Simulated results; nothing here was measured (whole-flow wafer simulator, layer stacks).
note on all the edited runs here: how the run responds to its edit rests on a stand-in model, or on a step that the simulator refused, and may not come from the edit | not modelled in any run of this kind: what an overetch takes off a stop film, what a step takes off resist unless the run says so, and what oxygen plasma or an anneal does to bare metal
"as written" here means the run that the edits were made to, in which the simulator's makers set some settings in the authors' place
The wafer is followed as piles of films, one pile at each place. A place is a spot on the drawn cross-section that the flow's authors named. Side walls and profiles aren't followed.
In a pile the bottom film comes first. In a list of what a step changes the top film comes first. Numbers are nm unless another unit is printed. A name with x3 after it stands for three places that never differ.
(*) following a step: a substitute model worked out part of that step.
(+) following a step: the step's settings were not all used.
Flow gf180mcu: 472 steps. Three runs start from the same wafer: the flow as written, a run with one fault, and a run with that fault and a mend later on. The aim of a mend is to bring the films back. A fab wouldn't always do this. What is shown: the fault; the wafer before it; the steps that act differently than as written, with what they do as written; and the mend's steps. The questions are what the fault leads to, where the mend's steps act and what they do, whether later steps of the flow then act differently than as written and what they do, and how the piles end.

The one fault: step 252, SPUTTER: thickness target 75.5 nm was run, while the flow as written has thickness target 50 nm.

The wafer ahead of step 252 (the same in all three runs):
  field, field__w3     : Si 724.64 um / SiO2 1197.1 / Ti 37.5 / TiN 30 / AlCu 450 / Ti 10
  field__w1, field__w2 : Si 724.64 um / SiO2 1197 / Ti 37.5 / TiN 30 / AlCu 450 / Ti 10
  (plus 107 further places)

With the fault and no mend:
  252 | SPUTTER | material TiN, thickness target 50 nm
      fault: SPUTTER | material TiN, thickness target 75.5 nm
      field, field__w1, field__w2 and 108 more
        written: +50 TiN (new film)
        fault: +75.5 TiN (new film)
  Steps later in the flow that act otherwise than as written (3 more steps, not shown, differ only slightly: by at most 2% or 0.5 nm, whichever is larger):
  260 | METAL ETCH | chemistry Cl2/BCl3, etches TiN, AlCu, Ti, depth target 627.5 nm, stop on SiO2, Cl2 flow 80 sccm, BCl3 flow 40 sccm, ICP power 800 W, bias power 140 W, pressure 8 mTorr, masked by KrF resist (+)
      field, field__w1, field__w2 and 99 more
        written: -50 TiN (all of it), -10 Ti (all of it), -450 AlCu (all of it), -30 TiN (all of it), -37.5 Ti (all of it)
        fault: -75.5 TiN (all of it), -10 Ti (all of it), -450 AlCu (all of it), -30 TiN (all of it), -37.5 Ti (all of it)
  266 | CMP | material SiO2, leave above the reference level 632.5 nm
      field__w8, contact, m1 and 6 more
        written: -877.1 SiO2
        fault: -902.6 SiO2
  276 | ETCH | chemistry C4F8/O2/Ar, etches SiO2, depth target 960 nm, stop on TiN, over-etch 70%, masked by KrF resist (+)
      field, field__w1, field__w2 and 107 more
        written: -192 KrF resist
        fault: -186 KrF resist
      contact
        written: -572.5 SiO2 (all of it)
        fault: -547 SiO2 (all of it)
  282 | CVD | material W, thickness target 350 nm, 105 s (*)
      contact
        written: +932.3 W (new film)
        fault: +906.5 W (new film)
  The piles end different from the flow's at field__w8, contact, m1 and 6 more by more than 2% or 0.5 nm, whichever is larger.
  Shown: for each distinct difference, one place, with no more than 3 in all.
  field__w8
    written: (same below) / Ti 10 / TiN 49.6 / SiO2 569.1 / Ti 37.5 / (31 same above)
    fault: (same below) / Ti 10 / TiN 75.1 / SiO2 543.6 / Ti 37.5 / (31 same above)
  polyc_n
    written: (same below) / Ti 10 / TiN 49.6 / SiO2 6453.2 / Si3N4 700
    fault: (same below) / Ti 10 / TiN 75.1 / SiO2 6427.7 / Si3N4 700
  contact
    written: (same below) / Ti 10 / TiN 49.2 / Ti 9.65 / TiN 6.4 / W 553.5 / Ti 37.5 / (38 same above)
    fault: (same below) / Ti 10 / TiN 74.7 / Ti 9.8 / TiN 6.5 / W 527.8 / Ti 37.5 / (38 same above)

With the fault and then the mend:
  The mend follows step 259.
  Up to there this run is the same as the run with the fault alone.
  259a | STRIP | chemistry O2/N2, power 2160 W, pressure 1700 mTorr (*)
      field__w8, contact, m1 and 6 more
        -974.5 KrF resist (all of it)
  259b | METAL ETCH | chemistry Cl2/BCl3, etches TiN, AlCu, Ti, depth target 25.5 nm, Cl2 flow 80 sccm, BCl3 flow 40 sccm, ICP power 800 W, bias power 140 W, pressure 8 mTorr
      field, field__w1, field__w2 and 108 more
        -25.5 TiN
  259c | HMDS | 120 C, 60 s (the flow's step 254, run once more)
      alters no film at any place that is followed
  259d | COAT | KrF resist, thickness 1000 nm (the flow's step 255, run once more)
      field, field__w1, field__w2 and 108 more
        +1000 KrF resist (new film)
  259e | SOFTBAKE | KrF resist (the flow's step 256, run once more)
      alters no film at any place that is followed
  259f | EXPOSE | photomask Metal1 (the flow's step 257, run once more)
      alters no film at any place that is followed
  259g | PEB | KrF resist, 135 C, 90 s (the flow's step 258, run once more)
      field, field__w1, field__w2 and 108 more
        -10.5 KrF resist
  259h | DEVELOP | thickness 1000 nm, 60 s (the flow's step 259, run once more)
      field, field__w1, field__w2 and 99 more
        -989.5 KrF resist (all of it)
      field__w8, contact, m1 and 6 more
        -14.9 KrF resist
  None of the later steps of the flow acts differently than as written at any place that is followed.
  The piles end the same as the flow's at every place that both follow.
